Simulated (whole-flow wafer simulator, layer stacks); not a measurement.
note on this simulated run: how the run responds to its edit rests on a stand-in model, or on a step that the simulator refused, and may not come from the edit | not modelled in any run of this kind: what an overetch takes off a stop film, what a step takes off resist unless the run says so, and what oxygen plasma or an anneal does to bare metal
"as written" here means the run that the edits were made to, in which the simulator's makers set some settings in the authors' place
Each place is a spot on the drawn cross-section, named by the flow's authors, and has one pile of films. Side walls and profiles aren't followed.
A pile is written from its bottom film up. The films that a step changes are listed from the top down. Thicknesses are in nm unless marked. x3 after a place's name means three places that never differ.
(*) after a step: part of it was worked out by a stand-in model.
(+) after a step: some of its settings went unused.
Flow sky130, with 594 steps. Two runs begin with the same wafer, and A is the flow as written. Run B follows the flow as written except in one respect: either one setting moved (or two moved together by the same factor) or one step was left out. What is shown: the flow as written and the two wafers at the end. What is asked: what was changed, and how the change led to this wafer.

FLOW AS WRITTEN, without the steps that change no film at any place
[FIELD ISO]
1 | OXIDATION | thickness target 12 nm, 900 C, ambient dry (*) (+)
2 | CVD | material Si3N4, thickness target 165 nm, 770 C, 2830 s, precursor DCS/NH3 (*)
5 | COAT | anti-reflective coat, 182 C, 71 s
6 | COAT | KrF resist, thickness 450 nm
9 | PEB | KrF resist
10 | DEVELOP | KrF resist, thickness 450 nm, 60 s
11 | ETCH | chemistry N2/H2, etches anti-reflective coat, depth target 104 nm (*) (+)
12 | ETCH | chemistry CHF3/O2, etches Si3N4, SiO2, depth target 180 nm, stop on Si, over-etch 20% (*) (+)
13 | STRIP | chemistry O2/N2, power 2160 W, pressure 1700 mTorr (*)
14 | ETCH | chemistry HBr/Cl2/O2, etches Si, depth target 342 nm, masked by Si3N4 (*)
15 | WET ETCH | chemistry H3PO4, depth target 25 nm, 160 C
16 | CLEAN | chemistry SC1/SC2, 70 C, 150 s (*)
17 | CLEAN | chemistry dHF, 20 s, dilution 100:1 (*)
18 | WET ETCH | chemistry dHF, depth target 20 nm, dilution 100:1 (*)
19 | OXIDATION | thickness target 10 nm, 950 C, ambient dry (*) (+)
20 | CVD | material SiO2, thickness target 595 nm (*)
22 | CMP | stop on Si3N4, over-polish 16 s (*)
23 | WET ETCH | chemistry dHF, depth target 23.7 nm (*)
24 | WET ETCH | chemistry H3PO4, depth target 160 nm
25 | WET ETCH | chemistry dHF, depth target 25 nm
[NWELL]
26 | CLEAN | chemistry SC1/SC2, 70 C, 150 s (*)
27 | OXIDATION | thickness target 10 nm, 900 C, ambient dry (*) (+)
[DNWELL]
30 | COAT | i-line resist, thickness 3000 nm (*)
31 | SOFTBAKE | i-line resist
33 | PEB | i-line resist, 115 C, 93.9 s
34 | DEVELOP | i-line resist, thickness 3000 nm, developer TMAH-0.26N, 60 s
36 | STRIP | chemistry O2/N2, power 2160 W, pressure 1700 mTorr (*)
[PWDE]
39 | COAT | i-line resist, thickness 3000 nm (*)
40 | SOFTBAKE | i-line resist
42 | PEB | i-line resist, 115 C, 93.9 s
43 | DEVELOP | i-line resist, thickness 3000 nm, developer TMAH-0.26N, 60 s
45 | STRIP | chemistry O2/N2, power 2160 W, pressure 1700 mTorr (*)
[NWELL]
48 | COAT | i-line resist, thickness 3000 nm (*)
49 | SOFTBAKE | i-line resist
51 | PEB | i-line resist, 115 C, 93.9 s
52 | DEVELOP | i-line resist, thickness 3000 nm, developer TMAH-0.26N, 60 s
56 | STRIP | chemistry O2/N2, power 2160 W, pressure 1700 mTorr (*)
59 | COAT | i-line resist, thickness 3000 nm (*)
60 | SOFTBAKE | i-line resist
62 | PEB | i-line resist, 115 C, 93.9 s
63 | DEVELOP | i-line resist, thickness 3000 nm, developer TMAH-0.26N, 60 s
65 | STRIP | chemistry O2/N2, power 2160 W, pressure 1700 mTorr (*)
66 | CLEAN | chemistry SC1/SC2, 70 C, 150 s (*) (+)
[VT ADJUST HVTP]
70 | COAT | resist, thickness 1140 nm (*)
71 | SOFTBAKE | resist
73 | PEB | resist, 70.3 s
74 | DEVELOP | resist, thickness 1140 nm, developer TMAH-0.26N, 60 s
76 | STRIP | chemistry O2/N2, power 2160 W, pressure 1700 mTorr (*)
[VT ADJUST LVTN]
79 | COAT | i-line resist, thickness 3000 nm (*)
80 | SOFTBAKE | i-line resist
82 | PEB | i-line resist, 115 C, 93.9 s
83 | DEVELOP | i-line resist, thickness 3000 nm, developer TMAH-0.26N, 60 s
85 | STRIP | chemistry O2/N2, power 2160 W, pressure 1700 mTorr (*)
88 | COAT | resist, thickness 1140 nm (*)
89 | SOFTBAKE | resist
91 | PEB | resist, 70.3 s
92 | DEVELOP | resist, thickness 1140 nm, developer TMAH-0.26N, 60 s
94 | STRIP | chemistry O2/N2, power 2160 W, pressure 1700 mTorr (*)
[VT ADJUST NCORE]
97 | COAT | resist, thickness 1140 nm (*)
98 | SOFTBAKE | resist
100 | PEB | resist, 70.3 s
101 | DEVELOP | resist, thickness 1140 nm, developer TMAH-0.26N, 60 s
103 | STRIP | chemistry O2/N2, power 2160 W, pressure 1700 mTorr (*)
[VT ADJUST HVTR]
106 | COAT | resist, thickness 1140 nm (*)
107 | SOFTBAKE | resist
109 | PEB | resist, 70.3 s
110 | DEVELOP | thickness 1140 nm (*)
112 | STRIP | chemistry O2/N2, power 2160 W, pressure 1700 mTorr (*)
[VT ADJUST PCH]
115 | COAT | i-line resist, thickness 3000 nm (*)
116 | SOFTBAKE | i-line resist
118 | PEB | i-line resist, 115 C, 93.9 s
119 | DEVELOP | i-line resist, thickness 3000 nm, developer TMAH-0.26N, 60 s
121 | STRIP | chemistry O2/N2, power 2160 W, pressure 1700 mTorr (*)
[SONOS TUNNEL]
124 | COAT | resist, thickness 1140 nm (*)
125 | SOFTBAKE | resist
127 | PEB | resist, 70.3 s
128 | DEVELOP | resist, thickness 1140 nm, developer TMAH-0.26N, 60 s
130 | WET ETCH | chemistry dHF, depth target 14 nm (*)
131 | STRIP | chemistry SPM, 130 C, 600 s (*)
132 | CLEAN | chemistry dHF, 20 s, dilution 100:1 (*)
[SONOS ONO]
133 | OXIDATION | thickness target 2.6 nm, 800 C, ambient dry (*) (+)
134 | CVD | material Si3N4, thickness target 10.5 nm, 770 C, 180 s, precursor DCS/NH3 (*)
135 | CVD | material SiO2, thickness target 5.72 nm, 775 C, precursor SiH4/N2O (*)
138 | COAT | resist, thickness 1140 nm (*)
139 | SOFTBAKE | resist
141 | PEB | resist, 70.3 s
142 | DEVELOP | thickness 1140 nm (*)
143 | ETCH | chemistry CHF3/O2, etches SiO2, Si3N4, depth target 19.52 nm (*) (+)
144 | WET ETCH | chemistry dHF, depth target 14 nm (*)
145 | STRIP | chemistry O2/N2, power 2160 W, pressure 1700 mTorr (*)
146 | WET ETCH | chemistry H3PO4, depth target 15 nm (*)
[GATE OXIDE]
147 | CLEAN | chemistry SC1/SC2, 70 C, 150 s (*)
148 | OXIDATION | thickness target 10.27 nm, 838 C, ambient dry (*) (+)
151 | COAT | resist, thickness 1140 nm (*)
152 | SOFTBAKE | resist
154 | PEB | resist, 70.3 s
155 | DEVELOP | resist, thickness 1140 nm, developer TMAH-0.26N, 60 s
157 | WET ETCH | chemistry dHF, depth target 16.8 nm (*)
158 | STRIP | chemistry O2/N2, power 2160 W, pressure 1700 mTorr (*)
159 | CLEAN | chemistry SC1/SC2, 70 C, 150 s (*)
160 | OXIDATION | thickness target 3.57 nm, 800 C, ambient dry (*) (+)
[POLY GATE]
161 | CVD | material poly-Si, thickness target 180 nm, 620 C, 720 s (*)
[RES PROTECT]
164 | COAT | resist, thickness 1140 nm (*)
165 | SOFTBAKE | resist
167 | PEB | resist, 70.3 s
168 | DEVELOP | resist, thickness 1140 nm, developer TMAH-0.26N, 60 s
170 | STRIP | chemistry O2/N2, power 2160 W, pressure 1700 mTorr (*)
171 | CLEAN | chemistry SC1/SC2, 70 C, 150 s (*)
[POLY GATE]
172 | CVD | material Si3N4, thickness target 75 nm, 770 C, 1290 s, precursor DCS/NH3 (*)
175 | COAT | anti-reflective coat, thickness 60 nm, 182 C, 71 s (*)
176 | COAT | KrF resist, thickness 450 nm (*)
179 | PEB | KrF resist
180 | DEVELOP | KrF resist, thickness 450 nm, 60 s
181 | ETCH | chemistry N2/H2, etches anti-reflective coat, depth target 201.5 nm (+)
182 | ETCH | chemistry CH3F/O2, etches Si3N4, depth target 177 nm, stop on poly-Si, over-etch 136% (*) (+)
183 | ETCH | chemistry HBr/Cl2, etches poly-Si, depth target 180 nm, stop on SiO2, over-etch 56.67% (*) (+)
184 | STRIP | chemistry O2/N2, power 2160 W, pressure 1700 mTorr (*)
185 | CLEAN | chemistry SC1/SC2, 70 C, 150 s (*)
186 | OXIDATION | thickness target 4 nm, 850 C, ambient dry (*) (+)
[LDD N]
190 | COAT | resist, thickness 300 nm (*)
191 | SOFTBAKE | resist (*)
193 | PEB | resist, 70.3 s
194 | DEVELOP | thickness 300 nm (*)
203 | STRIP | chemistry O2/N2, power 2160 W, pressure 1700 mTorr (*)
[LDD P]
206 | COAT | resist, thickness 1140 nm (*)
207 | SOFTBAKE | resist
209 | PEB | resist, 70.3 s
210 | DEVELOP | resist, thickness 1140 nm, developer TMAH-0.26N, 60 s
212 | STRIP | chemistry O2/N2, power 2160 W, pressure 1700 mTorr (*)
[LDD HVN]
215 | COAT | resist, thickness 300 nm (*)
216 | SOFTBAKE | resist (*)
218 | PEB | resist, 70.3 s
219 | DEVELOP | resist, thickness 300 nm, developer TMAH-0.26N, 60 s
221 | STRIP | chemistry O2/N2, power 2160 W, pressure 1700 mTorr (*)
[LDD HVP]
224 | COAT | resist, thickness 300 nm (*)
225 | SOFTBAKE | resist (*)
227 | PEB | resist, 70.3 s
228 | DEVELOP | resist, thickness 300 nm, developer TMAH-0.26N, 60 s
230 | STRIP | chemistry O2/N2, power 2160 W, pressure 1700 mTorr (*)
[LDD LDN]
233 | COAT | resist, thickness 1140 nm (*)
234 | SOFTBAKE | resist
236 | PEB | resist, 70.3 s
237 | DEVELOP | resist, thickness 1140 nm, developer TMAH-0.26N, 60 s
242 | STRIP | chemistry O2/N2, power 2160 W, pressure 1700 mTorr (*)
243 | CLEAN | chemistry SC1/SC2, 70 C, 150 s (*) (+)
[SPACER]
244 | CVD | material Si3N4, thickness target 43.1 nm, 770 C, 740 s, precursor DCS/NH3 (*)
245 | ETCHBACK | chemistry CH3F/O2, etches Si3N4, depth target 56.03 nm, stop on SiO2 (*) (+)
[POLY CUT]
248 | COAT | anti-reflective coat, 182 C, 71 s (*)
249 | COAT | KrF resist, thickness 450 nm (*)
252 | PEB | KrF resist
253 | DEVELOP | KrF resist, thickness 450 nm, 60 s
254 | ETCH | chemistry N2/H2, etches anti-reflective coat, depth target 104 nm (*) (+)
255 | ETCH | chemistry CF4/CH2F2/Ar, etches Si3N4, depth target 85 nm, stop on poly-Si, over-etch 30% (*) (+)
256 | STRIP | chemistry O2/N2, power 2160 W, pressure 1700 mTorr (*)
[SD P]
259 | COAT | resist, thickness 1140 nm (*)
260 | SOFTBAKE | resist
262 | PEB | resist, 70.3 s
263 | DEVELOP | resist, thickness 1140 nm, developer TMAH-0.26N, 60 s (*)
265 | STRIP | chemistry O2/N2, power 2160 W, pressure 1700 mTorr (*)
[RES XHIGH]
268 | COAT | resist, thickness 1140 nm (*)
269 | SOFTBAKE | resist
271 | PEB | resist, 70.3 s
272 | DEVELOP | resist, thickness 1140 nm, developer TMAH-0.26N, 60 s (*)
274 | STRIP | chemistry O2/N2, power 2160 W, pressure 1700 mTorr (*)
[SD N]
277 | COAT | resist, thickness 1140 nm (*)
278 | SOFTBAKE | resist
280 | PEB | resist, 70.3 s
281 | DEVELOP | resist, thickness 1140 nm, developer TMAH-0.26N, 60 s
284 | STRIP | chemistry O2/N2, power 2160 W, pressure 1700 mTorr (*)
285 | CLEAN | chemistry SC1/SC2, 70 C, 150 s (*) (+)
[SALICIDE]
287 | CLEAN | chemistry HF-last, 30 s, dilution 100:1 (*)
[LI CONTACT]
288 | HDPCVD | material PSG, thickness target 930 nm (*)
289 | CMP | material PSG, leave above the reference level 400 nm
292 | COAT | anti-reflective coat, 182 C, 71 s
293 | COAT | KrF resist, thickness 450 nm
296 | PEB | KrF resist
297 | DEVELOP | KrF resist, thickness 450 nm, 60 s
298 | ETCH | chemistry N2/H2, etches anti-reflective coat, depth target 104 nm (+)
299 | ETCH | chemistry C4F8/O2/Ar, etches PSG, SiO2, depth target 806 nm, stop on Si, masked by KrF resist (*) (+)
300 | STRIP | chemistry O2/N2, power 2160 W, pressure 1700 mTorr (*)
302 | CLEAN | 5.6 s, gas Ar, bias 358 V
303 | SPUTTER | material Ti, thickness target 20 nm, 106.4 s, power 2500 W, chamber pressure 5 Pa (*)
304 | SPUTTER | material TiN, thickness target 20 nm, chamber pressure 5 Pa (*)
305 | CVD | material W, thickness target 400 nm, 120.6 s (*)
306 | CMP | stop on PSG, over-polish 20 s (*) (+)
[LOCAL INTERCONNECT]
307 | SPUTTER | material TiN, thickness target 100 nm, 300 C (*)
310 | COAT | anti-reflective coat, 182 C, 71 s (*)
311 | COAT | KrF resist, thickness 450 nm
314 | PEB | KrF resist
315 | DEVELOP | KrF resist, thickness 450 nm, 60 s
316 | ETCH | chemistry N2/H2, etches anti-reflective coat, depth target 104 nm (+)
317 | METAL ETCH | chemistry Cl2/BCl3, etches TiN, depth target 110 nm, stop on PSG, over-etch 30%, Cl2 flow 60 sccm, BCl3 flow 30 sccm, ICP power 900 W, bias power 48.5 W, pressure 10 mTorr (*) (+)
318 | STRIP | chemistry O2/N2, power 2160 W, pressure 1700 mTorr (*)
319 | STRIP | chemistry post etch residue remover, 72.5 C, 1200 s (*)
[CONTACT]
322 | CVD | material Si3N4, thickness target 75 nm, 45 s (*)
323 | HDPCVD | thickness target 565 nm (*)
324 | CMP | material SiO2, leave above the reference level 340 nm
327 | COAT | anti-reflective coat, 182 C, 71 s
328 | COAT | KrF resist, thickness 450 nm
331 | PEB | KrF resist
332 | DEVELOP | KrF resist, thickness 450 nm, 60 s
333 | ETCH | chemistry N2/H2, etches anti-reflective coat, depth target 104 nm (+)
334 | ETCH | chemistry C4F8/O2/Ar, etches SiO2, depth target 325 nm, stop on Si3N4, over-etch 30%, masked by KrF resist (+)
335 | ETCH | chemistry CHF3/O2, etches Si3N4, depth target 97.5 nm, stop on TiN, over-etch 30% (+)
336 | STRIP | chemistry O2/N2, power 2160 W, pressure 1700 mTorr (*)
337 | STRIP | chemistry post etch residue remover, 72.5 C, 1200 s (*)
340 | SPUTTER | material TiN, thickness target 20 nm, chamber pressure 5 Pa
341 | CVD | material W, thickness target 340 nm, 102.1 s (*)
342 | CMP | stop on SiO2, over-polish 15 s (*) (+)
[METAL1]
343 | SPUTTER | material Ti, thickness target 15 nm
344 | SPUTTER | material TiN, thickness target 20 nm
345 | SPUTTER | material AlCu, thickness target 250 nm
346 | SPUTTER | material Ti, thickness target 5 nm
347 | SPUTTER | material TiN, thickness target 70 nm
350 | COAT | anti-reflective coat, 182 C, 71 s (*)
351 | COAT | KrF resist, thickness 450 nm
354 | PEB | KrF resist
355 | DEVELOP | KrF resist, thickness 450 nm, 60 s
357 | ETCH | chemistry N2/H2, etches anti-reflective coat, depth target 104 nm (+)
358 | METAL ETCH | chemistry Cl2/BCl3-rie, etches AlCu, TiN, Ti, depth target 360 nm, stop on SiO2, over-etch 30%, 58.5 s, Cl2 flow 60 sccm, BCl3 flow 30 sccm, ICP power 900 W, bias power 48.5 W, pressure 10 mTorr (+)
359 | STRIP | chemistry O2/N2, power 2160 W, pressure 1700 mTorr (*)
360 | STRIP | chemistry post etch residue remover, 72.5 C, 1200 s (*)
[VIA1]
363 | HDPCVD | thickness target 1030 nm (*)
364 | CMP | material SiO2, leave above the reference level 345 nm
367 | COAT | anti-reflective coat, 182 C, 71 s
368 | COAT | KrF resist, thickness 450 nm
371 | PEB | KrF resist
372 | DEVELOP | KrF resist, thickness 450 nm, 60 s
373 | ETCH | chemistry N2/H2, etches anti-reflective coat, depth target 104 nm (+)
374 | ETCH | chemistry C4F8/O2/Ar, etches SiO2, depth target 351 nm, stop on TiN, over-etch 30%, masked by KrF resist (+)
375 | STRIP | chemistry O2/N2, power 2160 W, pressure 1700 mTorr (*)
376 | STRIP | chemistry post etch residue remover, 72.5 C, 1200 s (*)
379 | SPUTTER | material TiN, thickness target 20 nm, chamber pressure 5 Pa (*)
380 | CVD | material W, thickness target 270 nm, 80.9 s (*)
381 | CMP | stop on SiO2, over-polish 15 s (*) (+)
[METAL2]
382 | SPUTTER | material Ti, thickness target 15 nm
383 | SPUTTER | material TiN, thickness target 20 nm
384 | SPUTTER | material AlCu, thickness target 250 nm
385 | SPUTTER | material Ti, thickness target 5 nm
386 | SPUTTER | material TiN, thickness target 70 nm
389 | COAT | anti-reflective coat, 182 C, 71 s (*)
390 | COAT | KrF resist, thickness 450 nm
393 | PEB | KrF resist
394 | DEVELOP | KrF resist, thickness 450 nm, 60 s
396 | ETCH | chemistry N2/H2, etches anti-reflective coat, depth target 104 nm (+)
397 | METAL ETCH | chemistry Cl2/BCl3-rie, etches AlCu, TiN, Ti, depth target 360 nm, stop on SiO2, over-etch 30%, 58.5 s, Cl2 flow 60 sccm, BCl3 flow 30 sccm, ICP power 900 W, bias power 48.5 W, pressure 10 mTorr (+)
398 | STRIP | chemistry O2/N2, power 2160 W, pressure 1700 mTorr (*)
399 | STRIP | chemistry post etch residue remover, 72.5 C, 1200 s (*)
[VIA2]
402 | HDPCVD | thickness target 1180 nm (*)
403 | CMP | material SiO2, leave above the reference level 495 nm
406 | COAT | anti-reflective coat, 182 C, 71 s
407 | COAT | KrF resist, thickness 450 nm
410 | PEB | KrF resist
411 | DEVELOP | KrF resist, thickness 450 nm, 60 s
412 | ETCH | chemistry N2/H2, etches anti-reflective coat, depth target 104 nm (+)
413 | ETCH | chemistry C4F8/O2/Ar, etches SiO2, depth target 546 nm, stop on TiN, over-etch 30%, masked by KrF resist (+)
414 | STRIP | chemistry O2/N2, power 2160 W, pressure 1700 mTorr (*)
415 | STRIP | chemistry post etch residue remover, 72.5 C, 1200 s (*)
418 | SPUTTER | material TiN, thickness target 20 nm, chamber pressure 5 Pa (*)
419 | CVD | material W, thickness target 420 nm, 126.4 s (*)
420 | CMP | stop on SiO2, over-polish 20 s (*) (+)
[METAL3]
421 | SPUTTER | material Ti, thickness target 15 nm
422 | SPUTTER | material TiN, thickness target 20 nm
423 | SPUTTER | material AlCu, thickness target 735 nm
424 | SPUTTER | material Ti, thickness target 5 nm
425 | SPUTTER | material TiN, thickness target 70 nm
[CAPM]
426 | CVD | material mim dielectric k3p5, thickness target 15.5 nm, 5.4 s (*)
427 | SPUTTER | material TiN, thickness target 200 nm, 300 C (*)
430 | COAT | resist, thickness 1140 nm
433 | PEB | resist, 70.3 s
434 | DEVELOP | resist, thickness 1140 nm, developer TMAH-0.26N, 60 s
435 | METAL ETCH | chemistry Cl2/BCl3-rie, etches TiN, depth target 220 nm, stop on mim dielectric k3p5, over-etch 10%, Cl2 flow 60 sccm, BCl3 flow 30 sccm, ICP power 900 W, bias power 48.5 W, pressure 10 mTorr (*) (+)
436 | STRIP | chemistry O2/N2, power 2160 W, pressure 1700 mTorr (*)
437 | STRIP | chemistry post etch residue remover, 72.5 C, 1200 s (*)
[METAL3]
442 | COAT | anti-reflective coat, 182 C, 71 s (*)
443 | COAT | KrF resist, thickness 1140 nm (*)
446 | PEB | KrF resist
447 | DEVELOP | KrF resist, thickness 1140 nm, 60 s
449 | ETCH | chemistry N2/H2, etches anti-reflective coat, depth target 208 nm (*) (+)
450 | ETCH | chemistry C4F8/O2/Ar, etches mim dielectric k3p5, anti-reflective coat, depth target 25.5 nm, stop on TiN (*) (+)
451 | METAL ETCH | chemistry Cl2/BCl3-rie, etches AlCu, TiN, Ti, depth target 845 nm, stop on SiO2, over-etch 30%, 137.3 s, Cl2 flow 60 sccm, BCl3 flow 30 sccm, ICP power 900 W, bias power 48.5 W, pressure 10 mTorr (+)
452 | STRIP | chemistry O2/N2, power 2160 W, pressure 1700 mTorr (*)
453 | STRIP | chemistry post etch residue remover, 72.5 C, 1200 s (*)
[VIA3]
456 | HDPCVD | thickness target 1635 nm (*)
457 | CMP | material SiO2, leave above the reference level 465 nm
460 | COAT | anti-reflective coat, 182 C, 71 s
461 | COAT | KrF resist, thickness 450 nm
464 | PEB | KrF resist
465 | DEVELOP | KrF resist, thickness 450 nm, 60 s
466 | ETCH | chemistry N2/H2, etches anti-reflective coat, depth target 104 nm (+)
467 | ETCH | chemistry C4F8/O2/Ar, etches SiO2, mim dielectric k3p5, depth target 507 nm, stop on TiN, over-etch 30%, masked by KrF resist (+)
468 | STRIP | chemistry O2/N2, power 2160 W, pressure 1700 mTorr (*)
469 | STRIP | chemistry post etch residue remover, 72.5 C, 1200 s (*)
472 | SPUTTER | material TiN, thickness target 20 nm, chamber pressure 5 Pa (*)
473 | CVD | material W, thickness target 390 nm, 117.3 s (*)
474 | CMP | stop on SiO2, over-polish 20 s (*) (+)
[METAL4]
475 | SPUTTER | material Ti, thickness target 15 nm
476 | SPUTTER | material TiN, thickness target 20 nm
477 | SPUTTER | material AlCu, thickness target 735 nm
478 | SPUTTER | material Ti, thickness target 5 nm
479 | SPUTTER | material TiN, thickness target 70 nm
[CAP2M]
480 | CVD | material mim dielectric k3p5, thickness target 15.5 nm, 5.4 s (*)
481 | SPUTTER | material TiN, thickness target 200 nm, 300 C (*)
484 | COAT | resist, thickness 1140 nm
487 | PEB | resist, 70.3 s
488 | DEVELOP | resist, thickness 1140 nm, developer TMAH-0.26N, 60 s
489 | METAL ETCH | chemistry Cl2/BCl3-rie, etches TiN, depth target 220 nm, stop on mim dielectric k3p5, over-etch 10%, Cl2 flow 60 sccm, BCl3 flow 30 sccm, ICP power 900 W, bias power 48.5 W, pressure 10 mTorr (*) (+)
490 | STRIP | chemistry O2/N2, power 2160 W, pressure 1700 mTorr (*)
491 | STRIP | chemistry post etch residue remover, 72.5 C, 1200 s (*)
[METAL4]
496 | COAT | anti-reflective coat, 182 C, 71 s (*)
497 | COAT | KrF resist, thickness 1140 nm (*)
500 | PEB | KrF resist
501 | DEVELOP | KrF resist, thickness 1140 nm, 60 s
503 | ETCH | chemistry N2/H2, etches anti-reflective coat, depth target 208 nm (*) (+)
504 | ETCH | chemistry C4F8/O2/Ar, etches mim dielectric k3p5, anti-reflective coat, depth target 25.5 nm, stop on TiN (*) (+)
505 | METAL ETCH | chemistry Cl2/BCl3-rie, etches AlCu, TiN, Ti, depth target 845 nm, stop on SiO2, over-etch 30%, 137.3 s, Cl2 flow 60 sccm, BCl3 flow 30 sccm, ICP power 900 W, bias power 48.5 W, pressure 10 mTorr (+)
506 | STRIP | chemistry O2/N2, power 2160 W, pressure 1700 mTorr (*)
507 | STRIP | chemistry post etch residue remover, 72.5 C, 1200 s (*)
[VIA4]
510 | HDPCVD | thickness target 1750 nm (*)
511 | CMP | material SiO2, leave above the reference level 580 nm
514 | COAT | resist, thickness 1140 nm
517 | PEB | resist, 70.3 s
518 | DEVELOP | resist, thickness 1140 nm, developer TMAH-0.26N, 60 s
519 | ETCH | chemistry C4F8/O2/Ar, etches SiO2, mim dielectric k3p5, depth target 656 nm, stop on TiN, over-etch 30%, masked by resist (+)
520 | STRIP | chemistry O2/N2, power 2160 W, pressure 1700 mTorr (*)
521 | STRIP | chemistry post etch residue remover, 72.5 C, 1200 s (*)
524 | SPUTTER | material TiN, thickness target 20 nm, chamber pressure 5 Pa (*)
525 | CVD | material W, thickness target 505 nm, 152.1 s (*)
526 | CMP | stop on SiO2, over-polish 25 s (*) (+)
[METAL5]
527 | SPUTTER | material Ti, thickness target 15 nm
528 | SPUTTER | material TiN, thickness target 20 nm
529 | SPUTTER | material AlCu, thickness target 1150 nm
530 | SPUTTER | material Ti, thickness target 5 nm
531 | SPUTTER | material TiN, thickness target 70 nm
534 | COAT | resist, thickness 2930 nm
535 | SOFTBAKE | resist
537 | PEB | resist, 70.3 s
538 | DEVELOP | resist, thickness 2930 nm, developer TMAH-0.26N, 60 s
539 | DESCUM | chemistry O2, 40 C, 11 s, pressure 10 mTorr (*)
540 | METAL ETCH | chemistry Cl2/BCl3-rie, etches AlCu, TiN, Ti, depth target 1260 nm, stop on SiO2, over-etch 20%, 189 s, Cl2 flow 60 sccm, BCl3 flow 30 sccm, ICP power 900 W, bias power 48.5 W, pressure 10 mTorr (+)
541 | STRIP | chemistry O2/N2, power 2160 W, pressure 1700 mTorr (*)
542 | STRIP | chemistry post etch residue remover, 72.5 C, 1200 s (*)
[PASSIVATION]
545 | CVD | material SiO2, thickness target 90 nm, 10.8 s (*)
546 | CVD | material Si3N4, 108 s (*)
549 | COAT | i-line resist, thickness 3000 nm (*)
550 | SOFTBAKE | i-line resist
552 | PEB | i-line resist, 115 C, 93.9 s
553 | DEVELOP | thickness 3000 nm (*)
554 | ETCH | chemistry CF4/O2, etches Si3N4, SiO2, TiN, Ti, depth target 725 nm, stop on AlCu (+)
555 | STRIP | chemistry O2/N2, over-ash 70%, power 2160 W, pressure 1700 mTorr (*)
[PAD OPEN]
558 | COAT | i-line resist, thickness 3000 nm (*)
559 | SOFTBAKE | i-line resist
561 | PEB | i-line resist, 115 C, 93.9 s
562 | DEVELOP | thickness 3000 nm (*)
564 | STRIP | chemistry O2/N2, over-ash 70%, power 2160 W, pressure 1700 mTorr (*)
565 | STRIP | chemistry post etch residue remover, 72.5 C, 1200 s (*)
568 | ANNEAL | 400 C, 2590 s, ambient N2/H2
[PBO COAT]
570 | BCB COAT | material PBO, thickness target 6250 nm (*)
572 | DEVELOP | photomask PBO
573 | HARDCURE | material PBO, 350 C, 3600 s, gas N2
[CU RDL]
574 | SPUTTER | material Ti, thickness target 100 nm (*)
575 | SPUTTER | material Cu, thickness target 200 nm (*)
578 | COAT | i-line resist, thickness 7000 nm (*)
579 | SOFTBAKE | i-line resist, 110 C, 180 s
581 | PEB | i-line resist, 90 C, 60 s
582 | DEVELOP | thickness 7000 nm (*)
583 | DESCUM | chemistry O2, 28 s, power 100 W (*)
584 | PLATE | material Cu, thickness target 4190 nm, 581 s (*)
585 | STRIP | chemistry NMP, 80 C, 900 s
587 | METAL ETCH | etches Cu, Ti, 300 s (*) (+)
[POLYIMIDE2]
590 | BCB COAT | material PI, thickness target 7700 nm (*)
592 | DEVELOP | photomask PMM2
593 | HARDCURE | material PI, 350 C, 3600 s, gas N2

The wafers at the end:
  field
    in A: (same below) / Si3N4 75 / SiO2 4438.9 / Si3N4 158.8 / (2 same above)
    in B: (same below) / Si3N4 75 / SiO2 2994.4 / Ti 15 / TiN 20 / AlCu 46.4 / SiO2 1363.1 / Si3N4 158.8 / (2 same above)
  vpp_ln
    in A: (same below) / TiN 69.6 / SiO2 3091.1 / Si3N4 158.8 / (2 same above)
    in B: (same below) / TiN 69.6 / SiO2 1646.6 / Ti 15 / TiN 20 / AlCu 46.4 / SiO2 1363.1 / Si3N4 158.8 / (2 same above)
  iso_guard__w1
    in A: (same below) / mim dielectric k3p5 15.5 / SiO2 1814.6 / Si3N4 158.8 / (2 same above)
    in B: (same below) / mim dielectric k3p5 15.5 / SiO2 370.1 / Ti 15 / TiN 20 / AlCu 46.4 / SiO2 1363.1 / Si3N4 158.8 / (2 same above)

What caused this: step 505, METAL ETCH: depth target 583 nm was run, while the flow as written has depth target 845 nm; step 505, METAL ETCH: 94.7 s was run, where the flow has 137.3 s.

The path from the change to this, step by step:
  505 | METAL ETCH | chemistry Cl2/BCl3-rie, etches AlCu, TiN, Ti, depth target 845 nm, stop on SiO2, over-etch 30%, 137.3 s, Cl2 flow 60 sccm, BCl3 flow 30 sccm, ICP power 900 W, bias power 48.5 W, pressure 10 mTorr (+)
      field, gate, spacer and 68 more: A TiN loses 70 (all of it), Ti loses 5 (all of it), AlCu loses 735 (all of it), TiN loses 20 (all of it), Ti loses 15 (all of it), SiO2 loses 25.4 | B TiN loses 70 (all of it), Ti loses 5 (all of it), AlCu loses 682.9
      active, vpp_iso1, mim_edge_plate and 14 more: A TiN loses 70 (all of it), Ti loses 5 (all of it), AlCu loses 735 (all of it), TiN loses 20 (all of it), Ti loses 15 (all of it), SiO2 loses 25.3 | B TiN loses 70 (all of it), Ti loses 5 (all of it), AlCu loses 682.9
      (and at 105 other places as well)
  506 | STRIP | chemistry O2/N2, power 2160 W, pressure 1700 mTorr (*)
      n_well, p_well, gate_hv and 83 more: A KrF resist loses 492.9 (all of it), anti-reflective coat loses 80 (all of it) | B KrF resist loses 663.2 (all of it), anti-reflective coat loses 80 (all of it)
      vcap_hvt, varactor_hvt_edge, varactor_hvt_sp: A KrF resist loses 494.5 (all of it), anti-reflective coat loses 80.3 (all of it) | B KrF resist loses 664.8 (all of it), anti-reflective coat loses 80.3 (all of it)
      (and at 16 other places as well)
  507 | STRIP | chemistry post etch residue remover, 72.5 C, 1200 s (*)
      field, active, gate and 85 more: A nothing | B AlCu loses 5.72
  510 | HDPCVD | thickness target 1750 nm (*)
      field, active, gate and 85 more: A SiO2 gains 1750 | B SiO2 gains 1750 (new film)
  511 | CMP | material SiO2, leave above the reference level 580 nm
      field, active, gate and 77 more: A SiO2 loses 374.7 | B SiO2 loses 481.4
      iso_guard__w1, mim_edge_gap, vpp_l1ln, vpp_m3ln, rpm_encl, via2_enc, rpm_encl_psd, iso_guard_nsd_tip: A SiO2 loses 374.6 | B SiO2 loses 481.4
With metal films that touch counted as one body, field has 1 body; the flow as written gives 0 bodies.
With metal films that touch counted as one body, vpp_ln has 3 bodies (between them, from the top down: SiO2 1646.6; SiO2 267.2); the flow as written gives 2 bodies (between them, from the top down: SiO2 267.2).
With metal films that touch counted as one body, iso_guard__w1 has 2 bodies (between them, from the top down: SiO2 370.1 / mim dielectric k3p5 15.5); the flow as written gives 1 body.
